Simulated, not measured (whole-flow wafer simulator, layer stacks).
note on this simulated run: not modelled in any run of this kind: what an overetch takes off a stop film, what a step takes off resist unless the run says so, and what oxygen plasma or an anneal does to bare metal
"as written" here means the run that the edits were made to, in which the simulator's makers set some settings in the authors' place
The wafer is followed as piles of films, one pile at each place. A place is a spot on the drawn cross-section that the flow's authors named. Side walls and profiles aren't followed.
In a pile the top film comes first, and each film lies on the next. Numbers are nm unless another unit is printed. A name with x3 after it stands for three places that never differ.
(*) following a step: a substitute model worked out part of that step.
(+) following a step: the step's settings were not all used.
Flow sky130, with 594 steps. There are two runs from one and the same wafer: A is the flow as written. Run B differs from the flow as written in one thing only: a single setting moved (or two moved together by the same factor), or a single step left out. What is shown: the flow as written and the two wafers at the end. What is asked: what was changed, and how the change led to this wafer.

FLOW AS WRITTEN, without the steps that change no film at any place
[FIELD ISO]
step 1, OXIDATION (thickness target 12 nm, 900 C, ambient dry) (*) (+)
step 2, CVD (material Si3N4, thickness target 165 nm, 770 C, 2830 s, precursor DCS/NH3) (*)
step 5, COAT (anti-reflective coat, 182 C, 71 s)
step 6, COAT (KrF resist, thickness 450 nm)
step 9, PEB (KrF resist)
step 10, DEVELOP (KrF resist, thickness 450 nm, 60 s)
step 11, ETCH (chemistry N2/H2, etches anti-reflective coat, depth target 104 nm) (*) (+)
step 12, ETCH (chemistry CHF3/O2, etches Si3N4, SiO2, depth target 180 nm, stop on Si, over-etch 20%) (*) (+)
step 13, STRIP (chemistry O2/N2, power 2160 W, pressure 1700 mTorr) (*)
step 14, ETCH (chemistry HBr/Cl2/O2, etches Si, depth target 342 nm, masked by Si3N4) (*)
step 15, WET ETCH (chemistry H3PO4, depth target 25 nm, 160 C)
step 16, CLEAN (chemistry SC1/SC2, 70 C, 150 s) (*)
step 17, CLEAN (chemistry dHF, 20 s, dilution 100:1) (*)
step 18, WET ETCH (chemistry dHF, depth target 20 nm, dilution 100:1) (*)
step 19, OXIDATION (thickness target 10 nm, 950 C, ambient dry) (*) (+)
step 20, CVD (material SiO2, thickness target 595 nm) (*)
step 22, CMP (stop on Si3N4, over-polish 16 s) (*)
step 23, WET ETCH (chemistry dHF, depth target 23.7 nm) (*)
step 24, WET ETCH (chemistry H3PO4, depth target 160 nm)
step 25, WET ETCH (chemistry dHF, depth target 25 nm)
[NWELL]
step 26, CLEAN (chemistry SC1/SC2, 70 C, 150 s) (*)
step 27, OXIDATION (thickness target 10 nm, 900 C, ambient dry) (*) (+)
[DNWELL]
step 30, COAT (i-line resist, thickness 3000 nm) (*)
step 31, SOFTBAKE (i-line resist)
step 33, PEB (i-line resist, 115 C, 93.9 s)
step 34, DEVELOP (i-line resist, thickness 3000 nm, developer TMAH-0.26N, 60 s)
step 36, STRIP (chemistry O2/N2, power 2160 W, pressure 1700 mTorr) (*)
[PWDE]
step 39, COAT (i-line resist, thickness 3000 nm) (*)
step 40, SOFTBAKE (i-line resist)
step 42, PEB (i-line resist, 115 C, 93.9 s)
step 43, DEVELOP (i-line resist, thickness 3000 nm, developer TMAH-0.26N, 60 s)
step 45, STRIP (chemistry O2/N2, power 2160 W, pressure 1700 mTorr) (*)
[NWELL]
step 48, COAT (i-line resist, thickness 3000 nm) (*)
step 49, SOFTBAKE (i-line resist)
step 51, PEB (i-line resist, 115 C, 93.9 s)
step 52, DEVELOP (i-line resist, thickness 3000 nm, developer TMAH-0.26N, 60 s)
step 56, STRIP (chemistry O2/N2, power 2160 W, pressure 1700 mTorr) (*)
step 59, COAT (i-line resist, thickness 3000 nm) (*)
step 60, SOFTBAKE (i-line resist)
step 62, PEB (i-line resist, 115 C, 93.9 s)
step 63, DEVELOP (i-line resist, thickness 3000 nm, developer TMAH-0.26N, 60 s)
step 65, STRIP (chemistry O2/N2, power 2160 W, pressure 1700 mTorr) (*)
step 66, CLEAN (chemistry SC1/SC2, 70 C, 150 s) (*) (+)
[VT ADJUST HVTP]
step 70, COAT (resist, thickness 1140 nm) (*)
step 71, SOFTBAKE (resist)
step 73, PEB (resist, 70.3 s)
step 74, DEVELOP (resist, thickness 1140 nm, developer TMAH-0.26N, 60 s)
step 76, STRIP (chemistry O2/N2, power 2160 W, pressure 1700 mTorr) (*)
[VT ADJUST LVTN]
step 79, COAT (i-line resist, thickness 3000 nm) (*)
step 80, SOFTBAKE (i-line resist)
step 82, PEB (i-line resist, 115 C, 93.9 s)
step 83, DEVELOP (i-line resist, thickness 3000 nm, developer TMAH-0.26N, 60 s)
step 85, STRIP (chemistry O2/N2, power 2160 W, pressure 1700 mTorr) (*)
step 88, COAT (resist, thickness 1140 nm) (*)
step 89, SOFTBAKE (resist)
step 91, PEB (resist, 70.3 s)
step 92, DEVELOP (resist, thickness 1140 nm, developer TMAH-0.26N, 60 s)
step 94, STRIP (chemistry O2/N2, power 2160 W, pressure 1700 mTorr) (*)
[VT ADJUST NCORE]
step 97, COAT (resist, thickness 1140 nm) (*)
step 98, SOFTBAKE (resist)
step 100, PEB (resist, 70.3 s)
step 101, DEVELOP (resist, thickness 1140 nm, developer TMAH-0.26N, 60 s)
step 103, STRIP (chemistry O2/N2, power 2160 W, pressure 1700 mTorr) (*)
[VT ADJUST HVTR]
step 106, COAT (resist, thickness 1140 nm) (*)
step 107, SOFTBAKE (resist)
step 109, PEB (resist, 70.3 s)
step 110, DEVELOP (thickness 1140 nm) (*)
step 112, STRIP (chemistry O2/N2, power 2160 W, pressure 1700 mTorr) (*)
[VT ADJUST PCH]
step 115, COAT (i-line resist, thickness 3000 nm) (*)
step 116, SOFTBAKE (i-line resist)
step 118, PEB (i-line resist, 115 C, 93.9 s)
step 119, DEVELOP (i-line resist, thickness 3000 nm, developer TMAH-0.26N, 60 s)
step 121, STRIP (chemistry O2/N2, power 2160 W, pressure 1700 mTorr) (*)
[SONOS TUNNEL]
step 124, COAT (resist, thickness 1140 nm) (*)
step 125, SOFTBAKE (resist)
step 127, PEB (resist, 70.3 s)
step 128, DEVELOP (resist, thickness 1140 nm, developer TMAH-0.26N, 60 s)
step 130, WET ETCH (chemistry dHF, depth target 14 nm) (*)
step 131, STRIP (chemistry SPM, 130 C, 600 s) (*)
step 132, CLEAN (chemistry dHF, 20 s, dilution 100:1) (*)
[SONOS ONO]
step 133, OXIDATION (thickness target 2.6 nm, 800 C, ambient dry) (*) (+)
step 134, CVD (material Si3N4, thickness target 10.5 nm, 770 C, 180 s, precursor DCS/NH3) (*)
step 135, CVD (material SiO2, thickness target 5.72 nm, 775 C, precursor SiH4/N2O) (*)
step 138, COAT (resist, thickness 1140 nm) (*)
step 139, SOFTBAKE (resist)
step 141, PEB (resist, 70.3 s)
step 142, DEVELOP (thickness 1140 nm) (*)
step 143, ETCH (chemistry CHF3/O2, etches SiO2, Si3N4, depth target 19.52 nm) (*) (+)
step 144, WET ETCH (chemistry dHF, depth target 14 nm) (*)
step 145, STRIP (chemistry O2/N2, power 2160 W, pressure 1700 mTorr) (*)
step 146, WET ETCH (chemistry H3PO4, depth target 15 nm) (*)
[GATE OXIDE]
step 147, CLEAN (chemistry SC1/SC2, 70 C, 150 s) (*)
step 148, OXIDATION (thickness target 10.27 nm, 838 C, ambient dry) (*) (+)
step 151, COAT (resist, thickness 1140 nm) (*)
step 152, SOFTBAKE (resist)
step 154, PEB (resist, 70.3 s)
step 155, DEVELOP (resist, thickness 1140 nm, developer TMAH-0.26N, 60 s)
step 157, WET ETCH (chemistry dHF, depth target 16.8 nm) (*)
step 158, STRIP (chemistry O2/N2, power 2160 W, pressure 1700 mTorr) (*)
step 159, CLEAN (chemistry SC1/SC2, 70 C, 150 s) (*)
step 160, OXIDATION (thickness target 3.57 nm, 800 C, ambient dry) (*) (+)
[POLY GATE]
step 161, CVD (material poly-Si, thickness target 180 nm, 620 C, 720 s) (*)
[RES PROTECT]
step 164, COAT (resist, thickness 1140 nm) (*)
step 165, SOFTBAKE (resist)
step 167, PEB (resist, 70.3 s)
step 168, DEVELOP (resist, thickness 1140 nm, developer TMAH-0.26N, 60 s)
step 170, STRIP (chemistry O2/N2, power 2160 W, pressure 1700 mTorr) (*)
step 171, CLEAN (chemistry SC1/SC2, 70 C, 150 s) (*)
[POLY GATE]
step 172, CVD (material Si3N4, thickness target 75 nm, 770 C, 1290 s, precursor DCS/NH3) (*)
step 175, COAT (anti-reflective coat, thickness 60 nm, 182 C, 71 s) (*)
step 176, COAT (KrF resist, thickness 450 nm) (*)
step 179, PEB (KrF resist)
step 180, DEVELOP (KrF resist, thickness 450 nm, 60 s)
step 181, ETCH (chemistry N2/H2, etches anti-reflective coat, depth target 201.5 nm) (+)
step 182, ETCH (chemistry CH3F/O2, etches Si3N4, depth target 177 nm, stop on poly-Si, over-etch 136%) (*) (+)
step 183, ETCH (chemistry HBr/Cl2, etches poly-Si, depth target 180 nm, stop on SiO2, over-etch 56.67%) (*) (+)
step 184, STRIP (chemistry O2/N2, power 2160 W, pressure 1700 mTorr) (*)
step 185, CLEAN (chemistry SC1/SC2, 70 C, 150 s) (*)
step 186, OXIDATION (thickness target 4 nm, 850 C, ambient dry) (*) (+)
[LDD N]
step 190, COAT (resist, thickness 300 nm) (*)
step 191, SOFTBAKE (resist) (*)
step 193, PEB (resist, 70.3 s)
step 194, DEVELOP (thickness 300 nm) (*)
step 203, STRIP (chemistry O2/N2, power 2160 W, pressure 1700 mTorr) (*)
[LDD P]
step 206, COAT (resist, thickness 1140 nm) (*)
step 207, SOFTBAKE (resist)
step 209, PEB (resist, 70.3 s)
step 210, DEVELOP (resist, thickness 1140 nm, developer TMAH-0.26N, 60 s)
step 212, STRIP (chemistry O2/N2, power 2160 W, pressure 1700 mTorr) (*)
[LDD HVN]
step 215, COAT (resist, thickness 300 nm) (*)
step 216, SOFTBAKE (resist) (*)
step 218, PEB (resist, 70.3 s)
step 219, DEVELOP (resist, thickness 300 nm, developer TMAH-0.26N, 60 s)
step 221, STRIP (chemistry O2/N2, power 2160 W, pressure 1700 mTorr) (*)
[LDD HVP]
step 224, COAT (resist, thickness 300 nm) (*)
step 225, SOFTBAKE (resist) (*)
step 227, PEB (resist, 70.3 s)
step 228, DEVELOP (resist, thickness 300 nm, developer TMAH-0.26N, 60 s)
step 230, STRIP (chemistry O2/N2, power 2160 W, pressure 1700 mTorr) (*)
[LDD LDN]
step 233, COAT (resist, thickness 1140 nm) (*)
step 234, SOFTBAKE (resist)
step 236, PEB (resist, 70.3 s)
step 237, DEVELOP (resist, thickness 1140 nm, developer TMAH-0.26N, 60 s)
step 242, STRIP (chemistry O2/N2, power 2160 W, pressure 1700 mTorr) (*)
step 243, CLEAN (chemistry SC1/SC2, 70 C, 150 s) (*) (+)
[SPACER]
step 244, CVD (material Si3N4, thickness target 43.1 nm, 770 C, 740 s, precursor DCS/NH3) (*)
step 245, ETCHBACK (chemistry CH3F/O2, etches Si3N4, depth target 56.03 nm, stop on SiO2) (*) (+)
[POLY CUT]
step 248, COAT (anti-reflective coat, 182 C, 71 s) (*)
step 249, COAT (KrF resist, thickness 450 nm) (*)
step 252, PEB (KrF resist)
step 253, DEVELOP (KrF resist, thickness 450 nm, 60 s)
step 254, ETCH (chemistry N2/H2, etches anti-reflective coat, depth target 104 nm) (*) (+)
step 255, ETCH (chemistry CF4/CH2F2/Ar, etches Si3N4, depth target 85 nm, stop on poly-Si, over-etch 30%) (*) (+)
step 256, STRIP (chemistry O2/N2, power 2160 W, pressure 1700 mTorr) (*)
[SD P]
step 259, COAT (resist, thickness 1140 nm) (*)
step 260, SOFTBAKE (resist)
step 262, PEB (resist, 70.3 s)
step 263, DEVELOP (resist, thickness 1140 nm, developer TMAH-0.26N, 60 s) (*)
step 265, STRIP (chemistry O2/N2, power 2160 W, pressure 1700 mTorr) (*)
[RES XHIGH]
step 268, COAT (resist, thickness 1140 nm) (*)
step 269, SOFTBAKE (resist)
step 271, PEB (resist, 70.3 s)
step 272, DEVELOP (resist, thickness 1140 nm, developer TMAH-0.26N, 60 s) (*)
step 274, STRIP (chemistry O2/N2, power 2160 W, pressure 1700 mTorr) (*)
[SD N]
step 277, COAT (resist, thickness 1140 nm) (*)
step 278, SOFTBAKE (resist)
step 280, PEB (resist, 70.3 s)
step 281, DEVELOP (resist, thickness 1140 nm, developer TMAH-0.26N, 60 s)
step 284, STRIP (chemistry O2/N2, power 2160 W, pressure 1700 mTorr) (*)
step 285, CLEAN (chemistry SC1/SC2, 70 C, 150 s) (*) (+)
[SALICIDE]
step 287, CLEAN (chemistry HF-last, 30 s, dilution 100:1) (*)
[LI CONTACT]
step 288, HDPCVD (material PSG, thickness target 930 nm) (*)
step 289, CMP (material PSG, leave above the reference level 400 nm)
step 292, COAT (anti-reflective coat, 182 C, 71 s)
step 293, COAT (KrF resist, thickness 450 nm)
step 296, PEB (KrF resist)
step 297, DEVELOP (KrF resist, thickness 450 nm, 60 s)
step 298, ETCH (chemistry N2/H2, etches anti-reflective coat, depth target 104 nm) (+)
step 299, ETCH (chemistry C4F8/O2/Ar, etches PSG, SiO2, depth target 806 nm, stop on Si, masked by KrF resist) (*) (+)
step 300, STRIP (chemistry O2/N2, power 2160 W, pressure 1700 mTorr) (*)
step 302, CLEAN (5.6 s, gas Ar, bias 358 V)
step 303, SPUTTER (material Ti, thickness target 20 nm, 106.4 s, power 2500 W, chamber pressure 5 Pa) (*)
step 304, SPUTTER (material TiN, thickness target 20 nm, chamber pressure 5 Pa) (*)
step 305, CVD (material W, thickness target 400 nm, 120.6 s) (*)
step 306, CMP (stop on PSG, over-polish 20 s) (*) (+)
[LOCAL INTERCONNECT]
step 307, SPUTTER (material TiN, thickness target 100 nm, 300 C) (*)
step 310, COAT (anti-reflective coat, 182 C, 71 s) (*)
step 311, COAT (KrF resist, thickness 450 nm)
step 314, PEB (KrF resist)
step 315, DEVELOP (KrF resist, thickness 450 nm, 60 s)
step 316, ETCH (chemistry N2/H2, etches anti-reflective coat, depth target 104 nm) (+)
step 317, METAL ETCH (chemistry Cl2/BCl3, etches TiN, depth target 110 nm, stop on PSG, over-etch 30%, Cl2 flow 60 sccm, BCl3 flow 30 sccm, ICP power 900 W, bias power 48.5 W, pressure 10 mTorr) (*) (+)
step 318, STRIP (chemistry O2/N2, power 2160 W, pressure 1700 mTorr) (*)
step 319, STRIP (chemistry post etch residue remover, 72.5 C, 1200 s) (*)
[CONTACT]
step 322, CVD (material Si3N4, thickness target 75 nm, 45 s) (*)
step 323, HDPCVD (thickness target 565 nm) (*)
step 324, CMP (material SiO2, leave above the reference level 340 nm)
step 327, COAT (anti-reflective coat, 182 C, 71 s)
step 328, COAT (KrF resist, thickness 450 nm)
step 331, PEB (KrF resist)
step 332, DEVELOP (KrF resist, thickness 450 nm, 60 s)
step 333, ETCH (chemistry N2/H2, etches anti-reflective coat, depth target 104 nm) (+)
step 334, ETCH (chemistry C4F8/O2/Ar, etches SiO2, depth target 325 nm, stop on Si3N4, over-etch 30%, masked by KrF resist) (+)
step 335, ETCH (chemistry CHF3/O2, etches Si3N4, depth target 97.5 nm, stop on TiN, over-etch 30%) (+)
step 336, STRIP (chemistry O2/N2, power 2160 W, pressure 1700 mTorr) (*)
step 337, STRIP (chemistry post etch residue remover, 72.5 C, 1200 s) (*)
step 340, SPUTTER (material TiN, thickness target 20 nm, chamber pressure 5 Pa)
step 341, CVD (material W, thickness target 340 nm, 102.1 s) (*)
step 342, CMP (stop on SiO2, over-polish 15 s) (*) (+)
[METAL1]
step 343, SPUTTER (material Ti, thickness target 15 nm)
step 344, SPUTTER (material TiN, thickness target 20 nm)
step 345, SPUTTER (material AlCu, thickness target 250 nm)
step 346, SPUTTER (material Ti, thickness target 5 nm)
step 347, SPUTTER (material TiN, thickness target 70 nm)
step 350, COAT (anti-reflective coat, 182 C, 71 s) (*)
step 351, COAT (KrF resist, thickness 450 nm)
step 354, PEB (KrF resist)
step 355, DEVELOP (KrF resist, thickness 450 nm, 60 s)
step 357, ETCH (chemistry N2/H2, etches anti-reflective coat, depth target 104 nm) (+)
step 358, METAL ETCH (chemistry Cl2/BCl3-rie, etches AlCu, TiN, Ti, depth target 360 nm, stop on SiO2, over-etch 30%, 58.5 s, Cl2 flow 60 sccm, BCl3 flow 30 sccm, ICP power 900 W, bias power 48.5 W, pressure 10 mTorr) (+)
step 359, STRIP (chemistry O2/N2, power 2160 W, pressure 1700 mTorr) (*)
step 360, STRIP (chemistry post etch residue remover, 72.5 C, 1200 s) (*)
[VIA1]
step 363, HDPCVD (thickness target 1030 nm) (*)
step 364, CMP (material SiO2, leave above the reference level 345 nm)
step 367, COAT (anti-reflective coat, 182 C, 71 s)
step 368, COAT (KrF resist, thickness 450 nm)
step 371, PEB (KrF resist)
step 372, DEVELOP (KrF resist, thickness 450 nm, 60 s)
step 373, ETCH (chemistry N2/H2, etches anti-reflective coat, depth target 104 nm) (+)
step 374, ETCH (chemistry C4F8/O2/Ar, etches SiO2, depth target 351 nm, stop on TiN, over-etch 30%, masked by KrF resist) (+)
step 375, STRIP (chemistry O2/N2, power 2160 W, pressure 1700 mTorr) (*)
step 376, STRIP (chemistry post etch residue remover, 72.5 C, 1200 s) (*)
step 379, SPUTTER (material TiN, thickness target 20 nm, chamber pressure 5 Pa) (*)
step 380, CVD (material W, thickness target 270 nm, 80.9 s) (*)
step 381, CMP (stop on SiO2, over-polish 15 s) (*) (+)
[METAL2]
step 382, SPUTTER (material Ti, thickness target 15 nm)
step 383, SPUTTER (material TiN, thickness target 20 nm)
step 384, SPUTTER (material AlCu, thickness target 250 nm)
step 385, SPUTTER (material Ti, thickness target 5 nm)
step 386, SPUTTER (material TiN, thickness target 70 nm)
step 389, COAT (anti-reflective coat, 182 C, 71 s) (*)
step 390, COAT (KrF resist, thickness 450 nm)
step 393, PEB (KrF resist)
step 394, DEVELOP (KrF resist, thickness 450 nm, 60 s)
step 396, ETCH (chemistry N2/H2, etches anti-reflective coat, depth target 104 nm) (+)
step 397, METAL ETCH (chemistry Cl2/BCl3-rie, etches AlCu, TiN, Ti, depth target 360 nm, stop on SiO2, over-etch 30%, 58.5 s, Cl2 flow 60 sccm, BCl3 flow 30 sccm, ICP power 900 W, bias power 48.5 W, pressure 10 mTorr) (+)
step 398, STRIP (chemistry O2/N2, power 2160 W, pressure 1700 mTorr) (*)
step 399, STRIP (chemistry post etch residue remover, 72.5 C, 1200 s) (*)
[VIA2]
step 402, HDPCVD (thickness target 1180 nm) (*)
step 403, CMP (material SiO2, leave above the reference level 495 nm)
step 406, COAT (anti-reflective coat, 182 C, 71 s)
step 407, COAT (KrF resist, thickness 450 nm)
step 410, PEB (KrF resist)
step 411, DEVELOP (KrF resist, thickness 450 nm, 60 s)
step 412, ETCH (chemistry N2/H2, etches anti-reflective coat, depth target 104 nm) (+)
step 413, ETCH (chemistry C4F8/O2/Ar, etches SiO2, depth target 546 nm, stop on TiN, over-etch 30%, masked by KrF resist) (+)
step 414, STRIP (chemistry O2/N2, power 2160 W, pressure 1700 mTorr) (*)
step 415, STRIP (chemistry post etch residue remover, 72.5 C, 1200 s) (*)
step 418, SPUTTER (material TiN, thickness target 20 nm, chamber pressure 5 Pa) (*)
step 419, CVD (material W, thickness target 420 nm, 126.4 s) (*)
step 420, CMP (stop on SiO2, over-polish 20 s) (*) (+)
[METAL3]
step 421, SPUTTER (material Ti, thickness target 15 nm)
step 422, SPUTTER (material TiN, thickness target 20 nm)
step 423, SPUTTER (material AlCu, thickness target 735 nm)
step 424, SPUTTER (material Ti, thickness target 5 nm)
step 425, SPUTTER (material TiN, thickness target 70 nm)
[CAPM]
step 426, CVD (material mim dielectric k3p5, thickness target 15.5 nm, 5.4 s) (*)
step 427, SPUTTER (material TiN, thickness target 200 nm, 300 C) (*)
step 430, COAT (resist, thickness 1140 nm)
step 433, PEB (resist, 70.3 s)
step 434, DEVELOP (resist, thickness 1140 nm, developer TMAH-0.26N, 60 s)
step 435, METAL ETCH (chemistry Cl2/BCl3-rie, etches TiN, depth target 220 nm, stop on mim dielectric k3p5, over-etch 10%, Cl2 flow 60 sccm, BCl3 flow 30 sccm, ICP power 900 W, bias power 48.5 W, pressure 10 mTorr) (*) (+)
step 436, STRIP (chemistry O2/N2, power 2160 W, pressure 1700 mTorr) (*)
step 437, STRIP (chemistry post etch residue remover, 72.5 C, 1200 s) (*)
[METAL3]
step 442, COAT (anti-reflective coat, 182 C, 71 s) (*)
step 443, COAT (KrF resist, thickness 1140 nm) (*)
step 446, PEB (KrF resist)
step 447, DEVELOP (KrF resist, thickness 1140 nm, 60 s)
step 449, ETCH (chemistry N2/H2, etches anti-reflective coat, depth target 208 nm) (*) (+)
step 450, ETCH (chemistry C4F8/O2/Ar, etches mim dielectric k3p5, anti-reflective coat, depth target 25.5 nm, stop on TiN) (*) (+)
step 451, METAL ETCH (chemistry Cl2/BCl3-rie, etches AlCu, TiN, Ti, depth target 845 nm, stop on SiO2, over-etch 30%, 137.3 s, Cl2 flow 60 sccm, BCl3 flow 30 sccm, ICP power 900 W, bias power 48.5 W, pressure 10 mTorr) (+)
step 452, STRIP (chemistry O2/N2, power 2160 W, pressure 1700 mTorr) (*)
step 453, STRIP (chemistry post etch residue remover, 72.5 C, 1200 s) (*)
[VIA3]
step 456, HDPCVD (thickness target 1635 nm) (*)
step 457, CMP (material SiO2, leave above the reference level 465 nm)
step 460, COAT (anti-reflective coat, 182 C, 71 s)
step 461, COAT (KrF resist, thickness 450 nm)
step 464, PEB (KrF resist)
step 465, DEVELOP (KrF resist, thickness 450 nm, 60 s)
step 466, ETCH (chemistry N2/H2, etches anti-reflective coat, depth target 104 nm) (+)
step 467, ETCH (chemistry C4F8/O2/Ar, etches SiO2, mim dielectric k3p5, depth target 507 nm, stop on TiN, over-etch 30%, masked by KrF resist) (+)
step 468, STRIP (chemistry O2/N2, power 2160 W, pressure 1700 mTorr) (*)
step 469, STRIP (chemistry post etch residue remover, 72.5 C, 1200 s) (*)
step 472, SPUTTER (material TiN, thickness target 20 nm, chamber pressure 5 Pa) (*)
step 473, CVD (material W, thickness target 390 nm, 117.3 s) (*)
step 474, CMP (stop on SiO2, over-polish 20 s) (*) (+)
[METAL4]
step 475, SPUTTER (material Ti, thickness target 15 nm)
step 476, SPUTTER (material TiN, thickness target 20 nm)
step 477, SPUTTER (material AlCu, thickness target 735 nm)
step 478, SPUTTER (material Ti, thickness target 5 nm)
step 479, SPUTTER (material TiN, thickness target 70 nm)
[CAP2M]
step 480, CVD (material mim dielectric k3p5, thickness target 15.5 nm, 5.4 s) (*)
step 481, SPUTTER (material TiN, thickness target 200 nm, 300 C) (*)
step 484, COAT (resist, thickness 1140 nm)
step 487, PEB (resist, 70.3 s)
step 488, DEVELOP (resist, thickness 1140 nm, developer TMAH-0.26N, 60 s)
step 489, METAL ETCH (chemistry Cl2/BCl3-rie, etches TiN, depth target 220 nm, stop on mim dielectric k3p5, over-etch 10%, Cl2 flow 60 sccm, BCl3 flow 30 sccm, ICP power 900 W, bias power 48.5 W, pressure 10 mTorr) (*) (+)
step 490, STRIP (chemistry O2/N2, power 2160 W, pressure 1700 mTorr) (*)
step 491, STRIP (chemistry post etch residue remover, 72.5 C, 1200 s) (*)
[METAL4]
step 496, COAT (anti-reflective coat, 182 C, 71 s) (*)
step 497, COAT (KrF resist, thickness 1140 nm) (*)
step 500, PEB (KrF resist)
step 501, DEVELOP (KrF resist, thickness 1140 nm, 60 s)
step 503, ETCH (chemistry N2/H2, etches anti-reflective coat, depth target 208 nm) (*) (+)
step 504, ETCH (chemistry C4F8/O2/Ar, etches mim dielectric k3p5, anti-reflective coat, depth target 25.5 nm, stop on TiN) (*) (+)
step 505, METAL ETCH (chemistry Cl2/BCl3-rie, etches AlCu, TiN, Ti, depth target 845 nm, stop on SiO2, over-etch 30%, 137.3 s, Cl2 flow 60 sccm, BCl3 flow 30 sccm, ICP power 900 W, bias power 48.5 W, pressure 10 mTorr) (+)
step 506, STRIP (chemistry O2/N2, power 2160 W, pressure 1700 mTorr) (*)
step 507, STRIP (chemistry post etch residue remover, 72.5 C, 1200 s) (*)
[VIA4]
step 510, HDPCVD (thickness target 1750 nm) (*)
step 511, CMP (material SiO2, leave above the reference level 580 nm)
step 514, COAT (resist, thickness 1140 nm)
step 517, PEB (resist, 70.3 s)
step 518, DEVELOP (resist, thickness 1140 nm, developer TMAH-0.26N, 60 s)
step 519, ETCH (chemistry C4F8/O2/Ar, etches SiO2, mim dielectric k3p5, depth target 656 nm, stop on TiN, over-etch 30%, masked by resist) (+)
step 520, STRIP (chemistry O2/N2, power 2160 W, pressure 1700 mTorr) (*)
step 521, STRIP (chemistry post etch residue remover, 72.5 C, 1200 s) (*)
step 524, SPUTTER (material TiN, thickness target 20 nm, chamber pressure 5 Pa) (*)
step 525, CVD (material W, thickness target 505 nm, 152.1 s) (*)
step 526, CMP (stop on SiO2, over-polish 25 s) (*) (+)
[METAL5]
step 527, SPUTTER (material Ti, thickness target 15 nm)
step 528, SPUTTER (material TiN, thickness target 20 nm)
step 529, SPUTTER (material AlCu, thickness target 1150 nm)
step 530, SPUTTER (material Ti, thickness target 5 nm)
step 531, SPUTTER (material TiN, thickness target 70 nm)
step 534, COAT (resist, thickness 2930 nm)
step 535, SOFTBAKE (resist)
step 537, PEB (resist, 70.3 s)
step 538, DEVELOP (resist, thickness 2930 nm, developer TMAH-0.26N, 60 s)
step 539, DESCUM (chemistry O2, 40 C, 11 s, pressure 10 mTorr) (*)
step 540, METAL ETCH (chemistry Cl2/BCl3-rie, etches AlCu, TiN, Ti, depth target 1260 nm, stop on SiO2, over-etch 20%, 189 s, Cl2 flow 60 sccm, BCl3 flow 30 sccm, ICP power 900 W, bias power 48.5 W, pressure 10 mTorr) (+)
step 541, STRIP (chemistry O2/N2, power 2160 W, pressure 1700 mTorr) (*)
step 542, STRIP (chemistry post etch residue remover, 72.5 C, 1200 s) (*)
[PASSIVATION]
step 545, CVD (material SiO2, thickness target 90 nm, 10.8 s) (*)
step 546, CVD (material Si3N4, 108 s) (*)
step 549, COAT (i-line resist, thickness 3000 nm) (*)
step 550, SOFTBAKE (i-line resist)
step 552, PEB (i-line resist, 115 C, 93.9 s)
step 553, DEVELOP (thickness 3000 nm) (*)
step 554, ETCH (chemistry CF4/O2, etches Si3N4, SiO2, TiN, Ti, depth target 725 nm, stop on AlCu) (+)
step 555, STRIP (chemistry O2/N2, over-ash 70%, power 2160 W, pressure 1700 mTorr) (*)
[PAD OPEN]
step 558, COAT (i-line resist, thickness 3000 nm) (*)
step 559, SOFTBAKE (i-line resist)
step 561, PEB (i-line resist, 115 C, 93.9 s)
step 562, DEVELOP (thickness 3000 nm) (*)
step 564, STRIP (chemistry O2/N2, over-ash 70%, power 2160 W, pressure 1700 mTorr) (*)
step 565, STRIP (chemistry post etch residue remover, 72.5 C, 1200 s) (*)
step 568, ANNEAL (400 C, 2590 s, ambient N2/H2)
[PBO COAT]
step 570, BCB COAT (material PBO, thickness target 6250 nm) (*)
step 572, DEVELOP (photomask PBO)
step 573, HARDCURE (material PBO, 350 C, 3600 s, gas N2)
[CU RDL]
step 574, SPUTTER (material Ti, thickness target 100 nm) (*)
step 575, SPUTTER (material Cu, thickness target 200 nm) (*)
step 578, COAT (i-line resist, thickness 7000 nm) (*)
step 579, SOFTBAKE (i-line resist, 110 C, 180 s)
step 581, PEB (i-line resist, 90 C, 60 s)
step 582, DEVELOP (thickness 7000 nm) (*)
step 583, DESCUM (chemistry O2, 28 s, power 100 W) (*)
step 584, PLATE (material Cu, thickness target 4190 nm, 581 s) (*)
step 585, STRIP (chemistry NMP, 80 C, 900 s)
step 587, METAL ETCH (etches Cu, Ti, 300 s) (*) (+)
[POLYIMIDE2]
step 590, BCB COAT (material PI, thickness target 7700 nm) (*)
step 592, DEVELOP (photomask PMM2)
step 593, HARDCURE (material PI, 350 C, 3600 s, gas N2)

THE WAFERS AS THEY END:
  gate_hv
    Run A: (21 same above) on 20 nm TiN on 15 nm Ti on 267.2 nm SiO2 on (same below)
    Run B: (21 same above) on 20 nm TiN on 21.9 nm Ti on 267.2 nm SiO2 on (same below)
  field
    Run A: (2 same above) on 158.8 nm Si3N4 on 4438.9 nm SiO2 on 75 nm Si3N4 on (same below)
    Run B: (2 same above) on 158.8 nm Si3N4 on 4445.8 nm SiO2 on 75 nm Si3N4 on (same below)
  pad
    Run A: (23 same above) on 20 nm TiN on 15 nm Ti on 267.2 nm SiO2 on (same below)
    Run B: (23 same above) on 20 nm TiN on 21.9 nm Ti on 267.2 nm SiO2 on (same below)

What caused this: step 382, SPUTTER: thickness target 21.9 nm was run, whereas the flow has thickness target 15 nm.
The wafer lets one read it off: gate_hv has Ti 21.9, and step 382 as written asks for 15 nm.

How this came from the change, step by step:
  step 382, SPUTTER (material Ti, thickness target 15 nm)
      field, active, n_well and 188 more: A Ti gains 15 (new film) | B Ti gains 21.9 (new film)
  step 397, METAL ETCH (chemistry Cl2/BCl3-rie, etches AlCu, TiN, Ti, depth target 360 nm, stop on SiO2, over-etch 30%, 58.5 s, Cl2 flow 60 sccm, BCl3 flow 30 sccm, ICP power 900 W, bias power 48.5 W, pressure 10 mTorr) (+)
      field, active, gate and 82 more: A TiN loses 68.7 (all of it), Ti loses 5 (all of it), AlCu loses 250 (all of it), TiN loses 20 (all of it), Ti loses 15 (all of it), SiO2 loses 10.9 | B TiN loses 68.7 (all of it), Ti loses 5 (all of it), AlCu loses 250 (all of it), TiN loses 20 (all of it), Ti loses 21.9 (all of it), SiO2 loses 10.2
